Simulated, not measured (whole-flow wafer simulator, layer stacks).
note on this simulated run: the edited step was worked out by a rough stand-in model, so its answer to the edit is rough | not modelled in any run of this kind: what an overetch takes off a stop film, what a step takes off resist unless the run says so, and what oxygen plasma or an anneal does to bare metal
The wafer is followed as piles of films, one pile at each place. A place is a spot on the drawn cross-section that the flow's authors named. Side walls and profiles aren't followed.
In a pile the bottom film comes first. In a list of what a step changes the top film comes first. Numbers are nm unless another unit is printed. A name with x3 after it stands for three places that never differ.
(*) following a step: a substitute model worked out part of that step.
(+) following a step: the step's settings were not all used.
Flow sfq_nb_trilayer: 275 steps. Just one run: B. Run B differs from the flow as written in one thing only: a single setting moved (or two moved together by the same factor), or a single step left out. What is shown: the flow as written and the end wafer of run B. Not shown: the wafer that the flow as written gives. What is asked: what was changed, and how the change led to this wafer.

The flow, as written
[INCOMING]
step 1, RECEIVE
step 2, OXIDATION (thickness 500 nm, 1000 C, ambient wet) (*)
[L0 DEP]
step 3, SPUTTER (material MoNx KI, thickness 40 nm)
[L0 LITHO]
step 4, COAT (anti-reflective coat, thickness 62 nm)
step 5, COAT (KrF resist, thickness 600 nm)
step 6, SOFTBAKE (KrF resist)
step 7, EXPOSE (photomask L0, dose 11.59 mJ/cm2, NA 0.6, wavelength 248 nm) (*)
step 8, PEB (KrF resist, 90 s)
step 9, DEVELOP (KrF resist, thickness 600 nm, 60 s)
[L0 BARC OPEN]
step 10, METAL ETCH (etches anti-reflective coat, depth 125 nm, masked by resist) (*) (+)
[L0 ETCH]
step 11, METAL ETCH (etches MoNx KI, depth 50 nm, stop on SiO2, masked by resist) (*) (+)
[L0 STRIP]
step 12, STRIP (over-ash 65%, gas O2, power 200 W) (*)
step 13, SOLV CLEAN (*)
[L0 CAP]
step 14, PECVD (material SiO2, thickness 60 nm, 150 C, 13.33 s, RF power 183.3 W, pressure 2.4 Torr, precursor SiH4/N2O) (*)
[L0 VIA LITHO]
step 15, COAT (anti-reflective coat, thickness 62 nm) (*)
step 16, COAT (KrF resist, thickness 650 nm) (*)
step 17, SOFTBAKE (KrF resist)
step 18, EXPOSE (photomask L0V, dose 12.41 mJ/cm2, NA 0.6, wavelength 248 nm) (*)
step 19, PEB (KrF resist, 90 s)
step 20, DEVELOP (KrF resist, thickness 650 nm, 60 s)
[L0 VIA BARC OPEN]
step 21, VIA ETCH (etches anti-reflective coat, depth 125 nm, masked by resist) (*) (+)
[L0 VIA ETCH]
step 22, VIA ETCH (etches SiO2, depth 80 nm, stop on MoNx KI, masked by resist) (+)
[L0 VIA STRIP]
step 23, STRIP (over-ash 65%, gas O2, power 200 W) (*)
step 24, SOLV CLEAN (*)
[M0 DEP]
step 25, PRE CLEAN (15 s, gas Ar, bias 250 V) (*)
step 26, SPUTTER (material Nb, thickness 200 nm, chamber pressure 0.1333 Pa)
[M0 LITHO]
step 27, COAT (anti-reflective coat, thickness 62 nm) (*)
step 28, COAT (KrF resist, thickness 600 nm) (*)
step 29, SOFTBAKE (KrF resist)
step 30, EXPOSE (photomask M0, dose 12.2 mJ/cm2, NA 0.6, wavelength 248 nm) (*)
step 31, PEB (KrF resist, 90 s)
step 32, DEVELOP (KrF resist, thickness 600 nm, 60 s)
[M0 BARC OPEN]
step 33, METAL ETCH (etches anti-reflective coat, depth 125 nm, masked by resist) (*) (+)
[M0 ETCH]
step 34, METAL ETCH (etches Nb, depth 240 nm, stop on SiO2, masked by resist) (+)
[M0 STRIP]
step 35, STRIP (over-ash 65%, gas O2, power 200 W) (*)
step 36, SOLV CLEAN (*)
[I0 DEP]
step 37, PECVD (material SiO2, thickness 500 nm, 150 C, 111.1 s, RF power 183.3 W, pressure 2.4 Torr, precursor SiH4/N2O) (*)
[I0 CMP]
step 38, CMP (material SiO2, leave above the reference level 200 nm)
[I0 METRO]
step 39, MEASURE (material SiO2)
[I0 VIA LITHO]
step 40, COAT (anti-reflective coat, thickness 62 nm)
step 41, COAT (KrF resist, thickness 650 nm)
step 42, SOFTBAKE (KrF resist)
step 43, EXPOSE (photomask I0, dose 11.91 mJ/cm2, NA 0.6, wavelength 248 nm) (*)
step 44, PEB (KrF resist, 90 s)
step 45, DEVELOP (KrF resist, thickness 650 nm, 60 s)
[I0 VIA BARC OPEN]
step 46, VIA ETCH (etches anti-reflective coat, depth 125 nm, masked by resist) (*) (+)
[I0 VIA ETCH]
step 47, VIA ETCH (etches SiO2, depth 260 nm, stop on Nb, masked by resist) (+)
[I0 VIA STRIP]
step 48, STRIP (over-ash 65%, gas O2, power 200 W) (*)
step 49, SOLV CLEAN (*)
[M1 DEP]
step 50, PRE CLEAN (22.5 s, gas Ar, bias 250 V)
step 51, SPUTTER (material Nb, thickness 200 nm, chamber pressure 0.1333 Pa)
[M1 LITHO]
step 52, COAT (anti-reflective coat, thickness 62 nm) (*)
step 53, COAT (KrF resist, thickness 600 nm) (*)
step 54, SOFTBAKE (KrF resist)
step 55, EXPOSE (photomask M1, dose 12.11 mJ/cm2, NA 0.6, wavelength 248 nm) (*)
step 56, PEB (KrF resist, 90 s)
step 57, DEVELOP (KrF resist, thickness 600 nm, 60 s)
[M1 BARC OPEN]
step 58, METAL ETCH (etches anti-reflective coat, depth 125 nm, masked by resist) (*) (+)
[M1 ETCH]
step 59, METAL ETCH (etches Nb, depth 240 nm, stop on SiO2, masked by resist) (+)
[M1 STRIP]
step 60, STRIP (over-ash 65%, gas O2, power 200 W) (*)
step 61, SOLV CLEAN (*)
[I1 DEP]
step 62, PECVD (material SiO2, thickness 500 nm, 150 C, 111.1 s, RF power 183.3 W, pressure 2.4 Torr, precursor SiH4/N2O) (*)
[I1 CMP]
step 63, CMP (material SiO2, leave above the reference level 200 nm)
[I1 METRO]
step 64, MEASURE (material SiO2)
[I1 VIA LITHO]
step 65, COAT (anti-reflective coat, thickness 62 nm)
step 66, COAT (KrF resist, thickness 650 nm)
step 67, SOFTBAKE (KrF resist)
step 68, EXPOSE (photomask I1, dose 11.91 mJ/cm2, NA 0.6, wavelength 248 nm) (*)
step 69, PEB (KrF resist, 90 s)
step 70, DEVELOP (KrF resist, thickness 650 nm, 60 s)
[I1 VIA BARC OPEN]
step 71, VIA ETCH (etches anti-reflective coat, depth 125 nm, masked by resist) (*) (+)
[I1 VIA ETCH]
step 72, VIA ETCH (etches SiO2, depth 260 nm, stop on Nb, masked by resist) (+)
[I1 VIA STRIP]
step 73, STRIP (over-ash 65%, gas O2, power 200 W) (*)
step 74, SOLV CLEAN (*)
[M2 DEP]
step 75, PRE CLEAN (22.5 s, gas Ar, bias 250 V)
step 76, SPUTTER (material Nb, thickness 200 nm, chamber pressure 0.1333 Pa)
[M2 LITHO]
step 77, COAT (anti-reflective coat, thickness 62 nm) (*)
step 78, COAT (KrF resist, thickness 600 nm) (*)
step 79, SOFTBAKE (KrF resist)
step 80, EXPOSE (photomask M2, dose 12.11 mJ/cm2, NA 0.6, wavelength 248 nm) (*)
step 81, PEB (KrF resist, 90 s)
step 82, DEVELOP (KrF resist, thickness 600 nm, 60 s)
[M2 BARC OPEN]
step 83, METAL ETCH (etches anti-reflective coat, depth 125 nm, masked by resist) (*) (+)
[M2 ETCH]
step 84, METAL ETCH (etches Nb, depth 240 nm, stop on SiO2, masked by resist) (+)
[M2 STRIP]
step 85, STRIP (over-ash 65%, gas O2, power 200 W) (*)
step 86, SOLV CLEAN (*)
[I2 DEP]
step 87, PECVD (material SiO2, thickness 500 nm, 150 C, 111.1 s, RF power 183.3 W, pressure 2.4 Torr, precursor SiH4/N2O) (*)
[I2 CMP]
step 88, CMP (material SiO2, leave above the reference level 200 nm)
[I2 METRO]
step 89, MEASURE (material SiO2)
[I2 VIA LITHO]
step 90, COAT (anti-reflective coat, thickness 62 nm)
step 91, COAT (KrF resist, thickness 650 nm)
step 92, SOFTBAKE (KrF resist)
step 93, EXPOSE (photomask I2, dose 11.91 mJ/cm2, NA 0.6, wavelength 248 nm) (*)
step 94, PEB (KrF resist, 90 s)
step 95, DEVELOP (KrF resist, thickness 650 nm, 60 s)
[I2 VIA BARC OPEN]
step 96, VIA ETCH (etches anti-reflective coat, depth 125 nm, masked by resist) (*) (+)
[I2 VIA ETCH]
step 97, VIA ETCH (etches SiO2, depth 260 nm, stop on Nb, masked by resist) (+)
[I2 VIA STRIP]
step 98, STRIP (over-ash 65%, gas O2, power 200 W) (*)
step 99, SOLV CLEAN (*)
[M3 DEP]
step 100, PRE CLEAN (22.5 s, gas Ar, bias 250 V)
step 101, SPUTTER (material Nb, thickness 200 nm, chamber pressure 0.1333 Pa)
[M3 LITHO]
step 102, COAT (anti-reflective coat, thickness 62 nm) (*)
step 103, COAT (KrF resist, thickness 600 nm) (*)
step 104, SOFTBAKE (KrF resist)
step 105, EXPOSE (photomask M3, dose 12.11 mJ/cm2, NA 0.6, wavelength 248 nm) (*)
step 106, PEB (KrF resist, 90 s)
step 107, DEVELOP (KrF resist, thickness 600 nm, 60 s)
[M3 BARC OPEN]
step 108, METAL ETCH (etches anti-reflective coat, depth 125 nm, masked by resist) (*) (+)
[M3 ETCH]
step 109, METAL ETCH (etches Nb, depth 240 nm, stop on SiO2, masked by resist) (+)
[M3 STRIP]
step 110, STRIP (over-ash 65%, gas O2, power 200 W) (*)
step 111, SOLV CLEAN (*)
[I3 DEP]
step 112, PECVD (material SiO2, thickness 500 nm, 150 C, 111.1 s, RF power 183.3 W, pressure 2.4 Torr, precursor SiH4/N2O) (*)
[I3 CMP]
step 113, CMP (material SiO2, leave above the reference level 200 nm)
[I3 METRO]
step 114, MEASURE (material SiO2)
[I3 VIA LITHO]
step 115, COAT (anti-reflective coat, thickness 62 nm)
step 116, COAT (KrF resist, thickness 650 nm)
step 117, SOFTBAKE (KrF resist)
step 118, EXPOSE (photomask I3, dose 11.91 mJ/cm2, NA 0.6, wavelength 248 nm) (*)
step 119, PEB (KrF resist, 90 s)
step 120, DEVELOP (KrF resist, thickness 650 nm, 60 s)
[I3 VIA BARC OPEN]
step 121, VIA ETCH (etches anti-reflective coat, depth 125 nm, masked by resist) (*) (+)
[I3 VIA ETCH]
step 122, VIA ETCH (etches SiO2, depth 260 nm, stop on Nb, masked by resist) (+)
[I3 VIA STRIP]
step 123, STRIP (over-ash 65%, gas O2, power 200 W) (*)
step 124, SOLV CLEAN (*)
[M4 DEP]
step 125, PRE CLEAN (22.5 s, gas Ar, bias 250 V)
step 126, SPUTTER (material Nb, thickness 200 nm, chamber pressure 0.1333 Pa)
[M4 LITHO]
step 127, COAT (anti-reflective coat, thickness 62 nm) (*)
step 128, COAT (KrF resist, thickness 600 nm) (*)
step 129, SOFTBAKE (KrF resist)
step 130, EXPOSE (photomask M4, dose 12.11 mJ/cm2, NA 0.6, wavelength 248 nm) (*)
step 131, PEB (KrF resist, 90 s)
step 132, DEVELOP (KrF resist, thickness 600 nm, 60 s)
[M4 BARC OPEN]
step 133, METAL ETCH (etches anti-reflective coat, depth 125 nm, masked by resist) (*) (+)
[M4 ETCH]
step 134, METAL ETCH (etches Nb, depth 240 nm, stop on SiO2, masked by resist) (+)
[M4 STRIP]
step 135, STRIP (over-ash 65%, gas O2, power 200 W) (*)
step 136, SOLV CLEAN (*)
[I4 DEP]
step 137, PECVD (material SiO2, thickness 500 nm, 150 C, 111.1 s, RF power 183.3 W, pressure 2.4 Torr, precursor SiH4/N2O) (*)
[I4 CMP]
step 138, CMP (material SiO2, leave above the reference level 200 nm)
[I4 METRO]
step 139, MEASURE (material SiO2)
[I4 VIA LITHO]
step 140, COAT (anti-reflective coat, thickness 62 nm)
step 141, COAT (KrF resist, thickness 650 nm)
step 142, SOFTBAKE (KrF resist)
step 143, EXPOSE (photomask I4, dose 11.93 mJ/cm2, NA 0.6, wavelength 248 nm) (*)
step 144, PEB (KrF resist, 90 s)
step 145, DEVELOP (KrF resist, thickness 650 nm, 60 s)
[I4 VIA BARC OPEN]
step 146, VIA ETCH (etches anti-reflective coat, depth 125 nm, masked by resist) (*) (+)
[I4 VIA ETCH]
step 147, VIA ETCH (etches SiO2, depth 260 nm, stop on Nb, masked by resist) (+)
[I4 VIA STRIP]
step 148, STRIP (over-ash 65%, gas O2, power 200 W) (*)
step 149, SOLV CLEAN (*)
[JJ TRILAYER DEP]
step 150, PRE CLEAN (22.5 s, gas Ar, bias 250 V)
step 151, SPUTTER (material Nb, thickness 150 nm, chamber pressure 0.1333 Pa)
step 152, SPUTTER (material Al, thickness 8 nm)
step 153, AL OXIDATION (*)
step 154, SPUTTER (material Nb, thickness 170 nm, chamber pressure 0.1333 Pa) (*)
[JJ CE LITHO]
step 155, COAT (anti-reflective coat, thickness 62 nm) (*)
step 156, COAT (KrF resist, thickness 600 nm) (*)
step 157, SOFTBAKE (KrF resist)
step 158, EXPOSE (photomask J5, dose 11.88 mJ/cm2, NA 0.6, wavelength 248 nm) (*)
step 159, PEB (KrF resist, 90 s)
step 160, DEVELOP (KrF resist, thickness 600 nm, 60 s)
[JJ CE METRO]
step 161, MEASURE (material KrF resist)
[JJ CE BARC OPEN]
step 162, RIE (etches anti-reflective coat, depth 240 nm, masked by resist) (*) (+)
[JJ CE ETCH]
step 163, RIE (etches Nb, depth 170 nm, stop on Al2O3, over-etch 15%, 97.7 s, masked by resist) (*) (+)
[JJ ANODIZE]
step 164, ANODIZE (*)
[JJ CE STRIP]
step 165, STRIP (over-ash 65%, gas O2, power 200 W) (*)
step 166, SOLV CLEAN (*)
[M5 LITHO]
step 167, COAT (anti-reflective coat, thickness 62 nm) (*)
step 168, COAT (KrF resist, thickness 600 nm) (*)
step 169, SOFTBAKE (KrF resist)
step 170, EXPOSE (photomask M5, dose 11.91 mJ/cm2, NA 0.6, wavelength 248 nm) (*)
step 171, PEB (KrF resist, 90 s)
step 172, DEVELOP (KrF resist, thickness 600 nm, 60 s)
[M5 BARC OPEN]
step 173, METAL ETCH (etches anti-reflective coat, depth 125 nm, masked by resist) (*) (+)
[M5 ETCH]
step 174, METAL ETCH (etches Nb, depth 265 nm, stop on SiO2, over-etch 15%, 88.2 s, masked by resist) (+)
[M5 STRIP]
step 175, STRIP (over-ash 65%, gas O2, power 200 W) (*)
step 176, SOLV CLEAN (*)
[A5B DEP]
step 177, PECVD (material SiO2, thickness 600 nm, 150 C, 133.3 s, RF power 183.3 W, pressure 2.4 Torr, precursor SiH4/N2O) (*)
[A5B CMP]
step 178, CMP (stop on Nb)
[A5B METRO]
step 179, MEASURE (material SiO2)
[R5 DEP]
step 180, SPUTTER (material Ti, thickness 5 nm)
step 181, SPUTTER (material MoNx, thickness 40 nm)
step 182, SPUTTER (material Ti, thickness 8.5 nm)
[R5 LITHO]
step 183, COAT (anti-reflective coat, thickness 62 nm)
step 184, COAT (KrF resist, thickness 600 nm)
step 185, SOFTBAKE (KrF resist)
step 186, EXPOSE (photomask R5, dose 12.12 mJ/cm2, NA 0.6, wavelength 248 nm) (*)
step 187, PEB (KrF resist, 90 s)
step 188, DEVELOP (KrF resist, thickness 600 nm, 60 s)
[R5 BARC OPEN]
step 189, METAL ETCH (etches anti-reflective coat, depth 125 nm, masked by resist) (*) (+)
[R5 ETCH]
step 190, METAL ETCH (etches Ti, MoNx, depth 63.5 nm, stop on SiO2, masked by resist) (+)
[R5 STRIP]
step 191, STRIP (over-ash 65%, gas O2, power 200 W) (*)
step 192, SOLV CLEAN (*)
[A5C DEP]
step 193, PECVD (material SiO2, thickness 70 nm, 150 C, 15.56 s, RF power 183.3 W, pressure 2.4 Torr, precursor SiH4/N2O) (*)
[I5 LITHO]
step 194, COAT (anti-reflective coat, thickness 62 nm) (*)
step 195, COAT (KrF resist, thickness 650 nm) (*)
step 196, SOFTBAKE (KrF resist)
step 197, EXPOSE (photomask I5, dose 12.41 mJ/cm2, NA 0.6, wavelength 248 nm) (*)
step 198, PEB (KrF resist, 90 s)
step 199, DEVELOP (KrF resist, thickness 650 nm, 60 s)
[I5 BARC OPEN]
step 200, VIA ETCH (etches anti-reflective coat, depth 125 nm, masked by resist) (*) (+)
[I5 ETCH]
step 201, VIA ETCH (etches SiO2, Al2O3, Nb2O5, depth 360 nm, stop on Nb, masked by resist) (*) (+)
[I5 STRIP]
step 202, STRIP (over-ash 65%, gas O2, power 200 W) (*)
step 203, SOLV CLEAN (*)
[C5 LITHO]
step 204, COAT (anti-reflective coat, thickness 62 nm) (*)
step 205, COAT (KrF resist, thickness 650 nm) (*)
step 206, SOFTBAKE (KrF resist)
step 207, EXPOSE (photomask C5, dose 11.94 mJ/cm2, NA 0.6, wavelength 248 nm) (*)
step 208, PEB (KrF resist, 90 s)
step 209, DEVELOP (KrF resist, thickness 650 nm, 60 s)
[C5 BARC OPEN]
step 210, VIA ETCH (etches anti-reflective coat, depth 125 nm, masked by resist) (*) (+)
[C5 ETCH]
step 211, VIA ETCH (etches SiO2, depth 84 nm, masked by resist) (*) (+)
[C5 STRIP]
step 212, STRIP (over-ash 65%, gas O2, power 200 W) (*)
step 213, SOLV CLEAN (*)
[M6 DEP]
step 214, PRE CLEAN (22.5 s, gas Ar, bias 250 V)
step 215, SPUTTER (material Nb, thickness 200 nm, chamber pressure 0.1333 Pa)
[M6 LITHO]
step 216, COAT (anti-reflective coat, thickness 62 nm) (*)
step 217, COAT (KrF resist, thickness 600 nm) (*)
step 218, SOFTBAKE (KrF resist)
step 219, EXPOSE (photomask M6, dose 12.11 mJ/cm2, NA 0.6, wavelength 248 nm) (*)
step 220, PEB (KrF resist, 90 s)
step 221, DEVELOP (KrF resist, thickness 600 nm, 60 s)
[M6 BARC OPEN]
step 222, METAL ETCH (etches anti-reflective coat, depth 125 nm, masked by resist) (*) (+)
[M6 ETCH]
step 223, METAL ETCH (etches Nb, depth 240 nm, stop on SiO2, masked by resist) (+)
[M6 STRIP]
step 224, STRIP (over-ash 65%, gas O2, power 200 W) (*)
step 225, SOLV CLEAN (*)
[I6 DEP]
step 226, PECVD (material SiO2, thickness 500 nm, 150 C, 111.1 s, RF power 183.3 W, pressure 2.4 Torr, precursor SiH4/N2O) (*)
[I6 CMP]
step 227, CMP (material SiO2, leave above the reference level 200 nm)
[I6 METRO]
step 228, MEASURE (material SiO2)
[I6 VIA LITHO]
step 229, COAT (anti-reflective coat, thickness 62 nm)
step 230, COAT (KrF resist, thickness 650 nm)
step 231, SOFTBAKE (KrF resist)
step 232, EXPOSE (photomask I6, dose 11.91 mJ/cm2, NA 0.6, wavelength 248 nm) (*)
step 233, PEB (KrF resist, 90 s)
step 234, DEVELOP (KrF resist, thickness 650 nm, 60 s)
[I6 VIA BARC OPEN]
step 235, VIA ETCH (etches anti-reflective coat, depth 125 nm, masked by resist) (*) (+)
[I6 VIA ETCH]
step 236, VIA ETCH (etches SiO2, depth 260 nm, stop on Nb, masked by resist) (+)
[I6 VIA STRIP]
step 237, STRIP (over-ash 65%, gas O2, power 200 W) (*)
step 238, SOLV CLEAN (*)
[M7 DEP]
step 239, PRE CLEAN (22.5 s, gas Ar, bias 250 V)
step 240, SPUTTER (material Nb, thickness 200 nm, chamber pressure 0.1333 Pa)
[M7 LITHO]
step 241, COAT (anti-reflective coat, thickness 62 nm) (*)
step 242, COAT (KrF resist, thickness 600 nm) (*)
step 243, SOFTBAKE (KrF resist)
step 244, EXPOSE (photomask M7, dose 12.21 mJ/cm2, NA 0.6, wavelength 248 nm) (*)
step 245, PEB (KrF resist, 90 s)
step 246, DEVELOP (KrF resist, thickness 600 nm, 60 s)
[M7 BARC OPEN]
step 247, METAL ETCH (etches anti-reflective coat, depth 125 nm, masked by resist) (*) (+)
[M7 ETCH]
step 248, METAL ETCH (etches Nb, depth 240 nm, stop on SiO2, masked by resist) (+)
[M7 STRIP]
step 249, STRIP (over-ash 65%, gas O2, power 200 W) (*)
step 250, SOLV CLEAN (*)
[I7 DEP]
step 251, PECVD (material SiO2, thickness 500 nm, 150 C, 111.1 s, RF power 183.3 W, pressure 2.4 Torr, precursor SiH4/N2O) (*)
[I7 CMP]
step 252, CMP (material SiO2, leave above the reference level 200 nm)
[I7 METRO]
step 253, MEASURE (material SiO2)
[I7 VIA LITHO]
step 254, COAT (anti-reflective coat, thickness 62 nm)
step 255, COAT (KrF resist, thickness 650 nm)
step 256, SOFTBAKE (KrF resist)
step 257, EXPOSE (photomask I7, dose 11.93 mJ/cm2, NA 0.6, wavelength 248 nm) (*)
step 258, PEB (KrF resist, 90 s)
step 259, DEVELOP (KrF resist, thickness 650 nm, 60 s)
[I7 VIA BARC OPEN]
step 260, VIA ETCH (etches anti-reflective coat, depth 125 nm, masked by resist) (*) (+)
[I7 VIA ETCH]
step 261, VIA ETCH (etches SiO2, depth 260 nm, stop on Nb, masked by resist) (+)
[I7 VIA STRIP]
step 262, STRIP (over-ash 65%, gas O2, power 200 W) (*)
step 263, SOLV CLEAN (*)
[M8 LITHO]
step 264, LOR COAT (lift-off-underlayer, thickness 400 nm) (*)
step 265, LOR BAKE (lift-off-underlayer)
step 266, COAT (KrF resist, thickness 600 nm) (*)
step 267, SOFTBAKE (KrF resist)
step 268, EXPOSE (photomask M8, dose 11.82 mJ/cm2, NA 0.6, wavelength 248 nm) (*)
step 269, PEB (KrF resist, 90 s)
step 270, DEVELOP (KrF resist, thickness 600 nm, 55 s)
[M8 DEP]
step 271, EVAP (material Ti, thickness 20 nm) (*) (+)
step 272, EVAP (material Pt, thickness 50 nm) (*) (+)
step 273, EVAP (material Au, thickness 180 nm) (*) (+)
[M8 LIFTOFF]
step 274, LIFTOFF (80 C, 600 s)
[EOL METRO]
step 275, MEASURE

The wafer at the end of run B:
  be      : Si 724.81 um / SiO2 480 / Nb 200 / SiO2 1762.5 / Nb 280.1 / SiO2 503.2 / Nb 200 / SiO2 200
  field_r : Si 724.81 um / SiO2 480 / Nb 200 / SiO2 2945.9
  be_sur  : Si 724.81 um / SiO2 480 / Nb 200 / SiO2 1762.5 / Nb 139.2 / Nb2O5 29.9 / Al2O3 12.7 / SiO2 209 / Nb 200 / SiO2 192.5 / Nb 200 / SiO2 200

The reason: step 2, OXIDATION: thickness 425 nm was run, though the flow has thickness 500 nm.

How this came from the change, step by step:
  step 2, OXIDATION (thickness 500 nm, 1000 C, ambient wet) (*)
      field_l, v_sur, via_wl and 103 more: SiO2 gains 425 (new film), chemical SiO2 loses 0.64 (all of it), Si loses 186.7 (it would be, as written: SiO2 gains 500 (new film), chemical SiO2 loses 0.64 (all of it), Si loses 219.7)
